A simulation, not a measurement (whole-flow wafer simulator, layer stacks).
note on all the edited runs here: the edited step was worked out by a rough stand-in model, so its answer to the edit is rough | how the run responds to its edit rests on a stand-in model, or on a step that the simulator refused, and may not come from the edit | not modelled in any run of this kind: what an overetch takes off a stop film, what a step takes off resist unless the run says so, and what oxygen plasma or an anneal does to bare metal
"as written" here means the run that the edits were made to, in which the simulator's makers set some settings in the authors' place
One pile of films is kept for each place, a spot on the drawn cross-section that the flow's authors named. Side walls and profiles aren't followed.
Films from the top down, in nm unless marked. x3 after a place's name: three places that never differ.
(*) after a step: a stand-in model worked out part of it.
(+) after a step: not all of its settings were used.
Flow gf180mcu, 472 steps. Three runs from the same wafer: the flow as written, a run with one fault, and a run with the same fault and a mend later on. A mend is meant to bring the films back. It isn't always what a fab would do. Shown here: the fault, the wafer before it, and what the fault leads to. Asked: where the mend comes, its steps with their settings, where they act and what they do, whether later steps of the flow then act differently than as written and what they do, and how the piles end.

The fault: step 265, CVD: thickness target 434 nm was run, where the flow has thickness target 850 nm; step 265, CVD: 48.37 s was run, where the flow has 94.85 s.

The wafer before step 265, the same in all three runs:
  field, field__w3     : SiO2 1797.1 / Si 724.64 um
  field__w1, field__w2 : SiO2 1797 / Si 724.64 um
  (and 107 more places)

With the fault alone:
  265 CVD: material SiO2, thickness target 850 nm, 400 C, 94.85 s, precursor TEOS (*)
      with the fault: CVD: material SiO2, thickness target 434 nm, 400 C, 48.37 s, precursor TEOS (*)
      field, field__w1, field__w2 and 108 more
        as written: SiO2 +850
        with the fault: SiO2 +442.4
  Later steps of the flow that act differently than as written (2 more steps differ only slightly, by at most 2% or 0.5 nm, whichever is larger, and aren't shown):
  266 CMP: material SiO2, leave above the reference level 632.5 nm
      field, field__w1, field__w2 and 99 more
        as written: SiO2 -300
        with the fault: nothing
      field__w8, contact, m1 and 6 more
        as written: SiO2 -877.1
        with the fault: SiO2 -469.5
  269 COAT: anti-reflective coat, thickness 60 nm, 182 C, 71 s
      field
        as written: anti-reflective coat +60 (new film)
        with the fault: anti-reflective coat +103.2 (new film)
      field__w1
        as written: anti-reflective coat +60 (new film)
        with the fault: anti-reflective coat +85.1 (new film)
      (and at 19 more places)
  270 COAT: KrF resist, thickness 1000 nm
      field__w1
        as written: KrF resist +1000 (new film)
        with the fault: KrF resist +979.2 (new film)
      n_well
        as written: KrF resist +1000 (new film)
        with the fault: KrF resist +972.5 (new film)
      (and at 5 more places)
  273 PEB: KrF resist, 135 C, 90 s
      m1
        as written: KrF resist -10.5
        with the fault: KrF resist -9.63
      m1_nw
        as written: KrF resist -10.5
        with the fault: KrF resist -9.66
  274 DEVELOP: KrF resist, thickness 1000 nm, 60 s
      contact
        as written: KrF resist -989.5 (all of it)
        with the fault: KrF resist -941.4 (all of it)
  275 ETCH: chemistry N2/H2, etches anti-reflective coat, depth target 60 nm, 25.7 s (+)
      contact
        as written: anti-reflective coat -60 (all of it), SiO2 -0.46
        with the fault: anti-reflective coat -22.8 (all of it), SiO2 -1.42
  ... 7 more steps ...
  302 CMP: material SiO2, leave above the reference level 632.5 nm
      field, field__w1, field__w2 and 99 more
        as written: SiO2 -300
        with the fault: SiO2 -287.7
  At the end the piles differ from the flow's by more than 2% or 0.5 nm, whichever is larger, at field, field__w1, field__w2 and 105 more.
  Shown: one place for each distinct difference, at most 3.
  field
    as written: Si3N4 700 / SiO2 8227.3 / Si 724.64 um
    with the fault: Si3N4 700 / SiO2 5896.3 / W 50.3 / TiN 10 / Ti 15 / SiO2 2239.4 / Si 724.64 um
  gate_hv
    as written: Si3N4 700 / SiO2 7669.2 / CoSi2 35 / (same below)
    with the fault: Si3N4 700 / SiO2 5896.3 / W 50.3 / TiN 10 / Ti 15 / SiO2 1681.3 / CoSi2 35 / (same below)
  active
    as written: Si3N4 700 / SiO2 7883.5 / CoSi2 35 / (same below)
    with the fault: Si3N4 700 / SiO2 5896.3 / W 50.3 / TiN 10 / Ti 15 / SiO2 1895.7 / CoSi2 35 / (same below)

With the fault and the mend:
  The mend comes after step 265.
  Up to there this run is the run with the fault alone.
  265a CVD: material SiO2, thickness target 416 nm, 400 C, 46.42 s, precursor TEOS (*) (the flow's step 265 once more, with other settings)
      field, field__w1, field__w2 and 108 more
        SiO2 +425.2
  Later steps of the flow that act differently than as written:
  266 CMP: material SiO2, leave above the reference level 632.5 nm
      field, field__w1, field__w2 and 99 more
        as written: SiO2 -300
        with the mend: SiO2 -317.6
  At the end the piles are the same as the flow's at every place that both follow.
